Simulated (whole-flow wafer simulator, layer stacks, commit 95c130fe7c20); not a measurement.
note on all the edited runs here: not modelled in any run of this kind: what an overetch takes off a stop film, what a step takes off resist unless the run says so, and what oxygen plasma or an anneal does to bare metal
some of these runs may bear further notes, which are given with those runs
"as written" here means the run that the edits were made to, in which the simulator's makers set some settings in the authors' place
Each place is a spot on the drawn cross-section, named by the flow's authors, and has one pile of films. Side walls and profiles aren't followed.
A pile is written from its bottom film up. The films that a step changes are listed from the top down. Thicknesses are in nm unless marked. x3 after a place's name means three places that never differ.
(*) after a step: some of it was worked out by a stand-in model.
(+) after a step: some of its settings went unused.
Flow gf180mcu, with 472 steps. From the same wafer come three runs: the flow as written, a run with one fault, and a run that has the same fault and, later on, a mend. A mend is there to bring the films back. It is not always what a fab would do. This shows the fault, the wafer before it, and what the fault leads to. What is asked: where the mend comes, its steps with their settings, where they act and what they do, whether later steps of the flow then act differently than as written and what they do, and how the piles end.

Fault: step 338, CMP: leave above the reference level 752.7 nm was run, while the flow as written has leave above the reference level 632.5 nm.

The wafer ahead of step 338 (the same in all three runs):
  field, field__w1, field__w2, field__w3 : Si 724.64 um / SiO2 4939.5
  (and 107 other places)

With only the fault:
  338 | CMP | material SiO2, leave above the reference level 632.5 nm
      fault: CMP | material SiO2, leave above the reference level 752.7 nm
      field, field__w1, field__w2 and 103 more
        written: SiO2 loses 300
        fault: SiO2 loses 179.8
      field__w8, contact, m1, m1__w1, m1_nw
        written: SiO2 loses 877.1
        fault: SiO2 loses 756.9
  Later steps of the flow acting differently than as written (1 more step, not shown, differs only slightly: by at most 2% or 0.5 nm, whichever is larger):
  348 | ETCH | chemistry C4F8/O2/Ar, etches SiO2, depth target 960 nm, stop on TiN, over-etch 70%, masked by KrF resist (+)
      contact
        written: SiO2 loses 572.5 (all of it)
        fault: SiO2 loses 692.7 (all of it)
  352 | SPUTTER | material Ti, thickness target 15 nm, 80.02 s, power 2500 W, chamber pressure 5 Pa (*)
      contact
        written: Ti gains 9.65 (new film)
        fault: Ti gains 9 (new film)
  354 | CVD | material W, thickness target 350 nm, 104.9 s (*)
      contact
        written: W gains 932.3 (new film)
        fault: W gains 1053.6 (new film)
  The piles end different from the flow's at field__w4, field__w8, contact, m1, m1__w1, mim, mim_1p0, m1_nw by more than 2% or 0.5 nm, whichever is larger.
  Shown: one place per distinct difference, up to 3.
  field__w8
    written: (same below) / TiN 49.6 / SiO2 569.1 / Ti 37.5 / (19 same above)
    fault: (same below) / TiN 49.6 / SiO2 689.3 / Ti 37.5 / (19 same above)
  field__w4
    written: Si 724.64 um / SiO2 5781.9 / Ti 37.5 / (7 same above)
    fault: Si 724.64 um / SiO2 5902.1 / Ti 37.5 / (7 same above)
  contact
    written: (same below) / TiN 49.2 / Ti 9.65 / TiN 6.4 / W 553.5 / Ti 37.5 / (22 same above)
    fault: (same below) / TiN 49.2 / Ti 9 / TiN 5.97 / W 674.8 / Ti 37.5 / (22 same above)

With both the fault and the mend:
  The mend follows step 346.
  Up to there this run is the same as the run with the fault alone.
  346a | STRIP | chemistry O2/N2, power 2160 W, pressure 1700 mTorr (*)
      field, field__w1, field__w2 and 107 more
        KrF resist loses 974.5 (all of it), anti-reflective coat loses 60 (all of it)
      contact
        anti-reflective coat loses 60 (all of it)
  346b | CMP | material SiO2, leave above the reference level 632.5 nm (the flow's step 338 again)
      field, field__w1, field__w2 and 108 more
        SiO2 loses 120.2
  346c | HMDS | 120 C, 60 s (the flow's step 340 again)
      alters no film at any place that is followed
  346d | COAT | anti-reflective coat, thickness 60 nm, 182 C, 71 s (the flow's step 341 again)
      field, field__w1, field__w2 and 108 more
        anti-reflective coat gains 60 (new film)
  346e | COAT | KrF resist, thickness 1000 nm (the flow's step 342 again)
      field, field__w1, field__w2 and 108 more
        KrF resist gains 1000 (new film)
  346f | SOFTBAKE | KrF resist (the flow's step 343 again)
      alters no film at any place that is followed
  346g | EXPOSE | photomask Via3 (the flow's step 344 again)
      alters no film at any place that is followed
  346h | PEB | KrF resist, 135 C, 90 s (the flow's step 345 again)
      field, field__w1, field__w2 and 108 more
        KrF resist loses 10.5
  346i | DEVELOP | KrF resist, thickness 1000 nm, 60 s (the flow's step 346 again)
      field, field__w1, field__w2 and 107 more
        KrF resist loses 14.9
      contact
        KrF resist loses 989.5 (all of it)
  Every later step of the flow that is run acts as written at every place that is followed.
  The piles end the same as the flow's at every place that both follow.
